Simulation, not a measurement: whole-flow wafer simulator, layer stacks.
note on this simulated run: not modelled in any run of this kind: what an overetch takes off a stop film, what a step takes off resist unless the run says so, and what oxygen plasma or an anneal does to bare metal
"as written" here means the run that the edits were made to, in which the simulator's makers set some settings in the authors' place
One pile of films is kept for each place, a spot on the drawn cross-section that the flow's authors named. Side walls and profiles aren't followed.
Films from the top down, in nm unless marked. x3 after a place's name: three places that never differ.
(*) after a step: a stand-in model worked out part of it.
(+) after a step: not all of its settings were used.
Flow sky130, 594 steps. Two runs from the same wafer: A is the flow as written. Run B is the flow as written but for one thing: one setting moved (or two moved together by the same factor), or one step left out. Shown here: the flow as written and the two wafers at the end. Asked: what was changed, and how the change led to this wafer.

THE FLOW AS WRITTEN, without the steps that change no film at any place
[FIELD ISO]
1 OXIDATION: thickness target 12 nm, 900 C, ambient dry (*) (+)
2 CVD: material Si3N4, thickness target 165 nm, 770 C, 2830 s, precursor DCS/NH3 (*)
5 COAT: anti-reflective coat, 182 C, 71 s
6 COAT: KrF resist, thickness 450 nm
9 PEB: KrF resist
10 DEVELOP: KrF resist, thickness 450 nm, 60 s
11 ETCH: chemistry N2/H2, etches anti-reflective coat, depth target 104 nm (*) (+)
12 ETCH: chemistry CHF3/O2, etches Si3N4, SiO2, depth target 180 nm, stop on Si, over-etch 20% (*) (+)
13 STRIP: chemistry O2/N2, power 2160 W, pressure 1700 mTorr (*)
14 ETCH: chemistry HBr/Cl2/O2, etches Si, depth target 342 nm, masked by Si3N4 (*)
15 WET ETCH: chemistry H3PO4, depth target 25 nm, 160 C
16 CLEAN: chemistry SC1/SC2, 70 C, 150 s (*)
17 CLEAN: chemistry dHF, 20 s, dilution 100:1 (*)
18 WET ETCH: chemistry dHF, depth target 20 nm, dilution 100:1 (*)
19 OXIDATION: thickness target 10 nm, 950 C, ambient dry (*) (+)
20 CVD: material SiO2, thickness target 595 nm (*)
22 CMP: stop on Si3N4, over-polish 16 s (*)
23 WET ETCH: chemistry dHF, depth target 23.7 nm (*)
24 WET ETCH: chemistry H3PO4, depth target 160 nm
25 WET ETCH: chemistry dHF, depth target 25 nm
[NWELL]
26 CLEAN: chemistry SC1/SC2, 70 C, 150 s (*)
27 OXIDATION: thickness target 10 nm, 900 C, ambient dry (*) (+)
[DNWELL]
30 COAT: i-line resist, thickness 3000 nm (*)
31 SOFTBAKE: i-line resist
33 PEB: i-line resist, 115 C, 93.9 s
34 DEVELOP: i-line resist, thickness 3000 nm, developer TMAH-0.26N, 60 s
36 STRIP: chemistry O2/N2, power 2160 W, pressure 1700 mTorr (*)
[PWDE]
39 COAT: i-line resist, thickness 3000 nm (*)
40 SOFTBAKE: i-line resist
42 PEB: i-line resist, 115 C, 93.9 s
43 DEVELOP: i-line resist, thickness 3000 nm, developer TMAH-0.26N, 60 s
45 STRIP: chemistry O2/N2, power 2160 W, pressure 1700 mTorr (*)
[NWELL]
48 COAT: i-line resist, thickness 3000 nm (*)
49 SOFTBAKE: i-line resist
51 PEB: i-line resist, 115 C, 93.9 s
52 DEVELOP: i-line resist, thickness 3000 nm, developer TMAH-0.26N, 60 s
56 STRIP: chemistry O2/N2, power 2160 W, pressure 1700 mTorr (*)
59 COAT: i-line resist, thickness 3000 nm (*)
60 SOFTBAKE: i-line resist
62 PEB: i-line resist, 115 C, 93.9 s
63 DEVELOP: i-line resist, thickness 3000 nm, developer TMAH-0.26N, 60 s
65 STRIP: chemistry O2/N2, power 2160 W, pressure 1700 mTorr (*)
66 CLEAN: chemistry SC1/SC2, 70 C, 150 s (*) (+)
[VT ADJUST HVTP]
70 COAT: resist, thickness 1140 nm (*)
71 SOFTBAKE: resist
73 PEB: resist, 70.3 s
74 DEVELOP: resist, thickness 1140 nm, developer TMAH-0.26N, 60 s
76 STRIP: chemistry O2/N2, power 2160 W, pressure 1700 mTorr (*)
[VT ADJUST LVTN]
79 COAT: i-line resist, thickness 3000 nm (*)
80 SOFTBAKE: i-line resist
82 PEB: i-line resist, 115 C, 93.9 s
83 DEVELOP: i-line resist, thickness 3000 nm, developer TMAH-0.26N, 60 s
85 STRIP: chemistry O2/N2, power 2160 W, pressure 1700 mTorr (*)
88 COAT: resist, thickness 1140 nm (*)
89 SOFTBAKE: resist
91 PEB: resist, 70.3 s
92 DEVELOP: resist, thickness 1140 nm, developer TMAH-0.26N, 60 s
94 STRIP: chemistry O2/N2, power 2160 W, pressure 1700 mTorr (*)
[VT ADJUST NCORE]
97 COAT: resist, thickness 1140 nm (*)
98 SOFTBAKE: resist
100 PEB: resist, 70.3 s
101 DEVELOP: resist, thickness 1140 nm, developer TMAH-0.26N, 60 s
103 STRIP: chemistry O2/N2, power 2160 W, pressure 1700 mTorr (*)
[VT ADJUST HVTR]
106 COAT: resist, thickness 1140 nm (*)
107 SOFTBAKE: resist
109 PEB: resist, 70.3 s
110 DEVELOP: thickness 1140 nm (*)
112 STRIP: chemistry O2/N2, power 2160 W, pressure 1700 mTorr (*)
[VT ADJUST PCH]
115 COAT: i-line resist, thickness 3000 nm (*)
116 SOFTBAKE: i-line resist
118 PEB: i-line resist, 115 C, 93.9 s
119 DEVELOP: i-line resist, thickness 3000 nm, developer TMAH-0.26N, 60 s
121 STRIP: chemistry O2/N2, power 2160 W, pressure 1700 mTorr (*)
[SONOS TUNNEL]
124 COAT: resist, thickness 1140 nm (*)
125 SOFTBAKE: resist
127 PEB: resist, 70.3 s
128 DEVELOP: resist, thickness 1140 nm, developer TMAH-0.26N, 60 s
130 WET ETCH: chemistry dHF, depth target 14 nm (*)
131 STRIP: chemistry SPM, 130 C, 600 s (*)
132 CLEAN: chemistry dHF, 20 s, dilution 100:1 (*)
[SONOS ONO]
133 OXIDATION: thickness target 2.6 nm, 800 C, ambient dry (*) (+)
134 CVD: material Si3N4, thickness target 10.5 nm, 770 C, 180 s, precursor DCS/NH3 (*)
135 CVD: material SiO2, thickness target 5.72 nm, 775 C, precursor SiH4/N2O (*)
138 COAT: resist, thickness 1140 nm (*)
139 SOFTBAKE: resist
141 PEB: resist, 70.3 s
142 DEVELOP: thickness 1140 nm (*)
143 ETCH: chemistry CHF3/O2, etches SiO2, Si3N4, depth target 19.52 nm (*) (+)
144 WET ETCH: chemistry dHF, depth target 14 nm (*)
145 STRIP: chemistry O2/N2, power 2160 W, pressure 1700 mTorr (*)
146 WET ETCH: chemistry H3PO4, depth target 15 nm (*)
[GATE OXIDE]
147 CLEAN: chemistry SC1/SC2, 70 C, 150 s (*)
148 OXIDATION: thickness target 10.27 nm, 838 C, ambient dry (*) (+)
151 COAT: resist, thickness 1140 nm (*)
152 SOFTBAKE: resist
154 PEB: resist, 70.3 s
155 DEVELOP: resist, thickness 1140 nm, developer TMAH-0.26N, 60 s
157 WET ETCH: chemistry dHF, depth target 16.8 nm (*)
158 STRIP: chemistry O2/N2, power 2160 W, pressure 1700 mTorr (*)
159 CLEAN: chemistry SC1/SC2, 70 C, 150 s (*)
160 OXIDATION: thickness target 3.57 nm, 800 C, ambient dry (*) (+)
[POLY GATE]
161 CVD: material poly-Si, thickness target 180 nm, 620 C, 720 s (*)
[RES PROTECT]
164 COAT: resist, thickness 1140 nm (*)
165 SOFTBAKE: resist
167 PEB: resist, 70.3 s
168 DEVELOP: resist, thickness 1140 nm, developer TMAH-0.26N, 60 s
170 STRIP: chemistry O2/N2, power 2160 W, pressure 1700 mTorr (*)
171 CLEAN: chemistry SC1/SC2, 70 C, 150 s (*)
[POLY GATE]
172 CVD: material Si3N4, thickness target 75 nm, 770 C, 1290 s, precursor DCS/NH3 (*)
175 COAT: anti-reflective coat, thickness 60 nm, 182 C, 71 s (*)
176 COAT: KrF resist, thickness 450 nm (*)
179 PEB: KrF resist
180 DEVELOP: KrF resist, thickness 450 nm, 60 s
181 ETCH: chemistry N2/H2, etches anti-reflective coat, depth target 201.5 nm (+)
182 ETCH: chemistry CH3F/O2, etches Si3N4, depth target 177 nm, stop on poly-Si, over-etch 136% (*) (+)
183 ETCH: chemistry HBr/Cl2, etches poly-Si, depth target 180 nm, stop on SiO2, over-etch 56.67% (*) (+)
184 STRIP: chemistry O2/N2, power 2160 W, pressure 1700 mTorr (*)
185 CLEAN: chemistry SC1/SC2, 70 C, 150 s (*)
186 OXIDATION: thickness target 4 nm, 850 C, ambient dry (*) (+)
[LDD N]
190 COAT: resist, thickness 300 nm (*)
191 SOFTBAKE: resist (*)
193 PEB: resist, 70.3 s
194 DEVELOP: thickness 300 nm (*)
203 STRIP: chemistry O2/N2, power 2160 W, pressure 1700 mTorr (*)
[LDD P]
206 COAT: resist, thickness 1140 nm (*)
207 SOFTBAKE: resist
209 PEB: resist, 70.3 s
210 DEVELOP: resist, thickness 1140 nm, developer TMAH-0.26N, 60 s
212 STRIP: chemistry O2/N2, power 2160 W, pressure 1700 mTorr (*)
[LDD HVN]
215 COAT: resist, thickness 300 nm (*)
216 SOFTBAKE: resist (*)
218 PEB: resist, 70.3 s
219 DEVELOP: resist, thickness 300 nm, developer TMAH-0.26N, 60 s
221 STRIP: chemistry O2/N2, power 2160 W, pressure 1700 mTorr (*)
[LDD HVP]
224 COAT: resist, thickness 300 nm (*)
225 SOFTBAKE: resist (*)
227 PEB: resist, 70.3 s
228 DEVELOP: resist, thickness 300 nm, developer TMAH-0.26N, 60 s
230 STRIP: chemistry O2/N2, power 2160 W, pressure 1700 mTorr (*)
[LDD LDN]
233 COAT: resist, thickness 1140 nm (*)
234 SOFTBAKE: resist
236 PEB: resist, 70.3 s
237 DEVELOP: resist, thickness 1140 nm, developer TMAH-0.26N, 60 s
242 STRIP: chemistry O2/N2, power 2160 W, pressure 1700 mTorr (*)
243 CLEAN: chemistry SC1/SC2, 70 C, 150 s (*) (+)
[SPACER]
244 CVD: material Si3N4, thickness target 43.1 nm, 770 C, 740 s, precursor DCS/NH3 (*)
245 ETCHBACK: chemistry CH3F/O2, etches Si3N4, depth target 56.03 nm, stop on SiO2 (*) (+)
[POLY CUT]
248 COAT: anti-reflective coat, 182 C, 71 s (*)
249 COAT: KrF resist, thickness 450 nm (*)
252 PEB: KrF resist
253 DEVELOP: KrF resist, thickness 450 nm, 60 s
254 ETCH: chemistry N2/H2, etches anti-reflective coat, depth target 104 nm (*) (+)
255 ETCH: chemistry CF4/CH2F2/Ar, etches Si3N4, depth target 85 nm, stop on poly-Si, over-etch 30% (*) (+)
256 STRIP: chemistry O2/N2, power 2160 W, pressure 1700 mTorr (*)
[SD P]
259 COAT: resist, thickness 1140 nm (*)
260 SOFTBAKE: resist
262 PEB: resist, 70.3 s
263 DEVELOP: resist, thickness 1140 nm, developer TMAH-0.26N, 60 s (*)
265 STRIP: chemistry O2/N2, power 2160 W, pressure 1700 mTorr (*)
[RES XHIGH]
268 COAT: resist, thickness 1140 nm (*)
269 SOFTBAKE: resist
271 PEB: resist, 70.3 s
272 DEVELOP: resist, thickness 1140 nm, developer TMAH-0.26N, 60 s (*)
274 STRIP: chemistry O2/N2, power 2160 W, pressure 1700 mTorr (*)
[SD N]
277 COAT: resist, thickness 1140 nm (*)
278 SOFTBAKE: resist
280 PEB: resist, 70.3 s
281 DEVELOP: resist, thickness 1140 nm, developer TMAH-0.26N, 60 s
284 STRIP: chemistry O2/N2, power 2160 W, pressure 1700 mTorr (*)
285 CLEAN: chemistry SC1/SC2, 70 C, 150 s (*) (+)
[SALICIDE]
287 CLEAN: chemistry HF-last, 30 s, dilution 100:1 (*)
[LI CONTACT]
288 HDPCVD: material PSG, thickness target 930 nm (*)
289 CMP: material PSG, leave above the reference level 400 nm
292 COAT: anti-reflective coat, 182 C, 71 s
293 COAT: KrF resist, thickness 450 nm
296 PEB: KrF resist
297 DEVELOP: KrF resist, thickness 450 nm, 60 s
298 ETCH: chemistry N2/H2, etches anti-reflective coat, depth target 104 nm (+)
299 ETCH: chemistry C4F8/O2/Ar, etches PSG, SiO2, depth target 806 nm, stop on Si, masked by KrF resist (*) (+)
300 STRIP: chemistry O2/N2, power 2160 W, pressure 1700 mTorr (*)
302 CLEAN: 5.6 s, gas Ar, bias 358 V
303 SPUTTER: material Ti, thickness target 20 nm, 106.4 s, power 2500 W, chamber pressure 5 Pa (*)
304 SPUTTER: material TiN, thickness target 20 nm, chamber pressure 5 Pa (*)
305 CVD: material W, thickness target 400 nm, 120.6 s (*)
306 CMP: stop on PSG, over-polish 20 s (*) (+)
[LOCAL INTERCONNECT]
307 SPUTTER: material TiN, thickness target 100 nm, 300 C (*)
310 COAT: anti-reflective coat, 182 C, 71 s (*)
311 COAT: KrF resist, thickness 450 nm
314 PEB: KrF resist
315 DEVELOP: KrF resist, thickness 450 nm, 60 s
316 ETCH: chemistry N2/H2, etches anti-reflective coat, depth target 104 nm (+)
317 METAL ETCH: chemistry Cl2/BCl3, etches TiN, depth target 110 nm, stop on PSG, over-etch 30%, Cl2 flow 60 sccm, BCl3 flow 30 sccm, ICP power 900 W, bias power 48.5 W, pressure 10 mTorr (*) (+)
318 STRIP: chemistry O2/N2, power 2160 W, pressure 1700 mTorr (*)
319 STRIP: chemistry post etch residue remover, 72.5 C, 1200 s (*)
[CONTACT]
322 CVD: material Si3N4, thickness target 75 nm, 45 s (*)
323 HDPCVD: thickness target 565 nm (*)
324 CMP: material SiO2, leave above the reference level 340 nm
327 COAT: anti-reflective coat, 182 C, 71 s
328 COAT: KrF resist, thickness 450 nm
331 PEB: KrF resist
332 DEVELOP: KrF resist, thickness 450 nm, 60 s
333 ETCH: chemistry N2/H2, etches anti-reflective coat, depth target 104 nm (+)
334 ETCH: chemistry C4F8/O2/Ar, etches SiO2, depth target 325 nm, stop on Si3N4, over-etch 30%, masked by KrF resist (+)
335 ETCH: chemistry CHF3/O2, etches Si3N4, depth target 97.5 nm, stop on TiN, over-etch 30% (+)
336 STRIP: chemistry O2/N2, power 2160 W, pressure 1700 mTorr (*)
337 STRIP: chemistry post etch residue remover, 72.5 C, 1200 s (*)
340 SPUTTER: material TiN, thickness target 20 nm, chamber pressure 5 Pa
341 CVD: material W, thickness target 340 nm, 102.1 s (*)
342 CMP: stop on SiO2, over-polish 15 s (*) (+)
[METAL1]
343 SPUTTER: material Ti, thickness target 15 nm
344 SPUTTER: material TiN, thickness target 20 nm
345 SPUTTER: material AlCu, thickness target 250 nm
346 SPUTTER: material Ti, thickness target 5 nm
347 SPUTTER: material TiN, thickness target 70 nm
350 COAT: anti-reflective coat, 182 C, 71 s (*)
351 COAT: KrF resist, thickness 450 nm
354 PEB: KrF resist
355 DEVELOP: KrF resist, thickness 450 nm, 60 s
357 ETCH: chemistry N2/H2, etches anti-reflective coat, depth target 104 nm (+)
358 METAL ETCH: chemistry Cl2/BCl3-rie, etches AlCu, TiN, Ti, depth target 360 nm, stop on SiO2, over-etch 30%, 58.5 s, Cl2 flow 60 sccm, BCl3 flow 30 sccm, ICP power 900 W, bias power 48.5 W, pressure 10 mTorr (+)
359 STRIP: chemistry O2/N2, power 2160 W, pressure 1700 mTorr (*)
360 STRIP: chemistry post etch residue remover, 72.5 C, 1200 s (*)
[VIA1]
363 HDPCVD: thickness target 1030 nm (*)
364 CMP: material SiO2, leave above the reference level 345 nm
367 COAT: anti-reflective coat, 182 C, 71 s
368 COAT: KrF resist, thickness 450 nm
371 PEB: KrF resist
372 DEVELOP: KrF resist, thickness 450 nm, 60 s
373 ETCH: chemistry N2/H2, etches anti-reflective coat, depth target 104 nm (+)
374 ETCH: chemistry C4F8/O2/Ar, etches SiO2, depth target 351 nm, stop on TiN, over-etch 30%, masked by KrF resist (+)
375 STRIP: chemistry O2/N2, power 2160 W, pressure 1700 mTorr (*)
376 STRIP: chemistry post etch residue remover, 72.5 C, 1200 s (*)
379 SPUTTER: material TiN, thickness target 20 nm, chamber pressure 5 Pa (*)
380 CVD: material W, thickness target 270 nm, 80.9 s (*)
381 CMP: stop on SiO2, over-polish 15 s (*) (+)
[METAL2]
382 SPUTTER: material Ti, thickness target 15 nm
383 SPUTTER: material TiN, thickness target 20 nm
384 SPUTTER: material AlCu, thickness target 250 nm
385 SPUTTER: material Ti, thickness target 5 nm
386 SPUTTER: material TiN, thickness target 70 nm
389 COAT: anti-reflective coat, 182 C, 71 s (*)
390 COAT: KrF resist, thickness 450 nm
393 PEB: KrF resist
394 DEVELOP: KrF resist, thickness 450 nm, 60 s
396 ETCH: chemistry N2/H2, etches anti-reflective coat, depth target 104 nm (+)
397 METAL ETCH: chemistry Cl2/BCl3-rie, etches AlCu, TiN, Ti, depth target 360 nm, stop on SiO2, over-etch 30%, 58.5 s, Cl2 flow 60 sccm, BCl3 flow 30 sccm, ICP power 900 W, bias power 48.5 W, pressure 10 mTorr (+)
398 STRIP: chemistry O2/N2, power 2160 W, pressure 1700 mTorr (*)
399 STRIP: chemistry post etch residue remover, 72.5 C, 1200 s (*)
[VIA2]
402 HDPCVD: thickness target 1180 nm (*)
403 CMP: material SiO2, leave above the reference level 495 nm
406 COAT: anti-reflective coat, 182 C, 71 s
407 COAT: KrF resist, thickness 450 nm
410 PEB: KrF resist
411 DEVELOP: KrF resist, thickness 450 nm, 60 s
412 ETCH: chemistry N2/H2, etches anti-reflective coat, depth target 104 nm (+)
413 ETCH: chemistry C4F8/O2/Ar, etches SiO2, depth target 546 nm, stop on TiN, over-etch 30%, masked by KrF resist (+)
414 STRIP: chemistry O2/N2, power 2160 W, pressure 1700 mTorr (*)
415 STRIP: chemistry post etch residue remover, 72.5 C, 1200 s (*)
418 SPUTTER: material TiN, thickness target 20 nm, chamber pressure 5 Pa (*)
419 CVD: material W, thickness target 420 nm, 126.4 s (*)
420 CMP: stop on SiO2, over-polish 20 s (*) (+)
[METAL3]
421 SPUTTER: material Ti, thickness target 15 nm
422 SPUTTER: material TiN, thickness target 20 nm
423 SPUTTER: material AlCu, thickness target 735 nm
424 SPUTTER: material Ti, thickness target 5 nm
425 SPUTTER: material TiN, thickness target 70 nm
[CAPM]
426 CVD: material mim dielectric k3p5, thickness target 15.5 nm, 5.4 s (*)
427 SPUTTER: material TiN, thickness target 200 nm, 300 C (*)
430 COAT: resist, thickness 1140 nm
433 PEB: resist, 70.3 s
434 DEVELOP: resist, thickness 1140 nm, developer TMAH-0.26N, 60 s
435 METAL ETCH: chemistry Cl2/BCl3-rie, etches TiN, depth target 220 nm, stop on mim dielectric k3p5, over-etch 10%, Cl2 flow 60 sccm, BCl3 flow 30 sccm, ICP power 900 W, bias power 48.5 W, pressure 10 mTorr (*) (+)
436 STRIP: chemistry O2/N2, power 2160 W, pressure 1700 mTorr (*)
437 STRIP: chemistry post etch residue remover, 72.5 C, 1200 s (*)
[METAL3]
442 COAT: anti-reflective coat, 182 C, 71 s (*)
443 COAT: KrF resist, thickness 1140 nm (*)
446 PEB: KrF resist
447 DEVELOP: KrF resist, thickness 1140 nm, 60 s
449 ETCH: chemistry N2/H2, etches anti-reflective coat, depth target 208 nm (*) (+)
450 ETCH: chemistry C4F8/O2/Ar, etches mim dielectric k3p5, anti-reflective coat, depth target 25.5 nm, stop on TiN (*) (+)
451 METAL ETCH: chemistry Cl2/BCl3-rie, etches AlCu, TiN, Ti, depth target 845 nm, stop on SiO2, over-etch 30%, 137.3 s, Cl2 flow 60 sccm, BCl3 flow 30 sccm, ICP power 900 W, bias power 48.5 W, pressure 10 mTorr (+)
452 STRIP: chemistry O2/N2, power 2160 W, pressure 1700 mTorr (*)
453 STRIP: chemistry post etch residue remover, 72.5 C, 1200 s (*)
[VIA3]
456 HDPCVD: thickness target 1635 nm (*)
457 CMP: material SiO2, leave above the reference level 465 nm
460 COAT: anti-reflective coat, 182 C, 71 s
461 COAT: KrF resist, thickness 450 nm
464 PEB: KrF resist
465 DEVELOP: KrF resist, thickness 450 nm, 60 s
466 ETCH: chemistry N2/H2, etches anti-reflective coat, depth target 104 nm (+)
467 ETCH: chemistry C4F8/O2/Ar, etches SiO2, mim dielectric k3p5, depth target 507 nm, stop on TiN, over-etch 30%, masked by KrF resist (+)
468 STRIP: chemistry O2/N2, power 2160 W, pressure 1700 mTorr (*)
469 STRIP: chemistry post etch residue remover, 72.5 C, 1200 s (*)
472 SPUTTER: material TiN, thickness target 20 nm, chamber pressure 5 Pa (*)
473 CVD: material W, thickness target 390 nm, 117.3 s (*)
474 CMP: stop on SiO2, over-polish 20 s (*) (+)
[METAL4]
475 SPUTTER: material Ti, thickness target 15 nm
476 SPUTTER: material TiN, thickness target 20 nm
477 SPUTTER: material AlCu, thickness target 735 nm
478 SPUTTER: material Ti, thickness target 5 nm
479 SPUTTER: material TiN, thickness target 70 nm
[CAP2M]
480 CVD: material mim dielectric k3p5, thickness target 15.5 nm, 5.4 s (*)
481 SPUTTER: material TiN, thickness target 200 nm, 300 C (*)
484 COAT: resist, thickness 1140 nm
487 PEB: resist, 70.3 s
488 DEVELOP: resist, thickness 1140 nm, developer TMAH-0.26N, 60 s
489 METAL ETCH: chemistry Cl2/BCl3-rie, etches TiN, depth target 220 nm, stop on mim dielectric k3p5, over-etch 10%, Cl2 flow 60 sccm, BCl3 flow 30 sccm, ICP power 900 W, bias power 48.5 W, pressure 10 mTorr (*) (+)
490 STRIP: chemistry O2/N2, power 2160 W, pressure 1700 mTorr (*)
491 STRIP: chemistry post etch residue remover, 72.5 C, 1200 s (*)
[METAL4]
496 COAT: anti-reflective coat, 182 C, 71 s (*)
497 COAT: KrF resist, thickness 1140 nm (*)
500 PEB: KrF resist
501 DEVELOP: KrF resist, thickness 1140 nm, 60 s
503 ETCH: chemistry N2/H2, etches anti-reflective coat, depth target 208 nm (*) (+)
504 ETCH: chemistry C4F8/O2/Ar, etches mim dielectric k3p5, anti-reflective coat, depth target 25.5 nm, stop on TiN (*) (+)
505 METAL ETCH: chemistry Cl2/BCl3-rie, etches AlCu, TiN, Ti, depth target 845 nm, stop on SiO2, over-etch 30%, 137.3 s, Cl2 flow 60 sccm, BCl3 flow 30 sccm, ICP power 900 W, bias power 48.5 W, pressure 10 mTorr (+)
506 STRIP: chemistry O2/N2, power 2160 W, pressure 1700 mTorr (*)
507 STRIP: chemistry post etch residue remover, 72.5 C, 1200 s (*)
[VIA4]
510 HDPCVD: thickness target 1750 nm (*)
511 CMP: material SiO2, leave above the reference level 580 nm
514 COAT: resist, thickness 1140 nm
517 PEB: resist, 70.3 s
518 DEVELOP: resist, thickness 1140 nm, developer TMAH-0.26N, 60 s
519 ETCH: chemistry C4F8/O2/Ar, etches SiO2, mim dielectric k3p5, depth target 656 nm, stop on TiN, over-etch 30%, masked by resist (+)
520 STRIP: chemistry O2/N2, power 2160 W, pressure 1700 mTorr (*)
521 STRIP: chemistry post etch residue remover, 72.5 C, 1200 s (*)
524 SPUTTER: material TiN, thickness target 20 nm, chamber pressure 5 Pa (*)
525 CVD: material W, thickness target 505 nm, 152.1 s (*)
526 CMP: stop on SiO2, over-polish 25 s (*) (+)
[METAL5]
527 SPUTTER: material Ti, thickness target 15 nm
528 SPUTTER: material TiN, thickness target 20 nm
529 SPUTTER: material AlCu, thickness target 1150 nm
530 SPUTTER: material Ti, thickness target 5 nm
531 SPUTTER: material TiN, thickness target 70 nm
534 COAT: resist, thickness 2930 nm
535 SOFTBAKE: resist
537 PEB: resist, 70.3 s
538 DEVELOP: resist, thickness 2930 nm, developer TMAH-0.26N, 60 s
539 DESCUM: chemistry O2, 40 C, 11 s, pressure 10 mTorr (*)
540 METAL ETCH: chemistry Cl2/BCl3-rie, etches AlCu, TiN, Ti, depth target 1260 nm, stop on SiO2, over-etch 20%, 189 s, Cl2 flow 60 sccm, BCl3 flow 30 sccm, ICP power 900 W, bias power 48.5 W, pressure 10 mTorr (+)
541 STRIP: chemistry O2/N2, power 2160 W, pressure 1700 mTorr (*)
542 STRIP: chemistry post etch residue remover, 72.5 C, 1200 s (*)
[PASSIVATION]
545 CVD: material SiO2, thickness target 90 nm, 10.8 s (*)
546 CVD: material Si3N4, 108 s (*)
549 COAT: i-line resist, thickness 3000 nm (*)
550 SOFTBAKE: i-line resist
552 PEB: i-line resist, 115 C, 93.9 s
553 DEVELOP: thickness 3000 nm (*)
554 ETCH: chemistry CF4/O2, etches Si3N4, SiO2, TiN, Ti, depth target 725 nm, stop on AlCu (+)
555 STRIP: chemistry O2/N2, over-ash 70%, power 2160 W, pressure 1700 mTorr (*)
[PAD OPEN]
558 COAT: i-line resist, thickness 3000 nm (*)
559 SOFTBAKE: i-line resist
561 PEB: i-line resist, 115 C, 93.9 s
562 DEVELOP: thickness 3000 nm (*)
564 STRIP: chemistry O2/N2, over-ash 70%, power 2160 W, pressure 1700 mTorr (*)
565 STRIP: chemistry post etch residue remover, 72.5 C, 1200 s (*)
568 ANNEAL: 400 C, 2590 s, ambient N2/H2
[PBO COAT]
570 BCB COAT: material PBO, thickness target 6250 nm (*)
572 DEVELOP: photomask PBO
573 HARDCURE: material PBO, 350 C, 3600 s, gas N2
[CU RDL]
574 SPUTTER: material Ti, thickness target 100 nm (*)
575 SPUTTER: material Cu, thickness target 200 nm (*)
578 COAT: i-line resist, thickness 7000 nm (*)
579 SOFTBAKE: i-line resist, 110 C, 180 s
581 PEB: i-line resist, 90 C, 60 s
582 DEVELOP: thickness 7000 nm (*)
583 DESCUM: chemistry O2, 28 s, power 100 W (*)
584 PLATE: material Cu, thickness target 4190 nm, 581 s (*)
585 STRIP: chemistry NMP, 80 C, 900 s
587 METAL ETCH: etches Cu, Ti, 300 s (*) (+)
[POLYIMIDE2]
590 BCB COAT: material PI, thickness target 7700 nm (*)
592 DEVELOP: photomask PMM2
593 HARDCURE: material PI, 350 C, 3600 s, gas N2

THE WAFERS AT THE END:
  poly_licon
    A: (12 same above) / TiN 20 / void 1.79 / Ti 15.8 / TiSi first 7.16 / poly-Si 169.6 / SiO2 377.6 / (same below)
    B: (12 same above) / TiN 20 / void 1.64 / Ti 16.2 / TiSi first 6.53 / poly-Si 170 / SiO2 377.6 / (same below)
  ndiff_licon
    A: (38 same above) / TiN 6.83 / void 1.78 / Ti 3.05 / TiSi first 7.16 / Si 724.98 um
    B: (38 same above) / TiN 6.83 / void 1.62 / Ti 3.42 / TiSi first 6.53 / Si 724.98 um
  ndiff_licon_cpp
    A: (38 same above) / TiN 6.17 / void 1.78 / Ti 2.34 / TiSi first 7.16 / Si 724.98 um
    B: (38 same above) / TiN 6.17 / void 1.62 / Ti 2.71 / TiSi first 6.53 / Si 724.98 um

The cause: step 568, ANNEAL: 1942 s was run, where the flow has 2590 s.

How the change led to this, step by step:
  568 ANNEAL: 400 C, 2590 s, ambient N2/H2
      poly_licon, rpo_hd_licon: A under 11 films: void +1.65 (new film), Ti -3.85, TiSi first +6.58 (new film), poly-Si -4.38 | B under 11 films: void +1.47 (new film), Ti -3.44, TiSi first +5.89 (new film), poly-Si -3.92
      ndiff_licon, ndiff_licon_cpp: A under 37 films: void +1.63 (new film), Ti -3.85, TiSi first +6.58 (new film), Si -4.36 | B under 37 films: void +1.46 (new film), Ti -3.44, TiSi first +5.89 (new film), Si -3.9
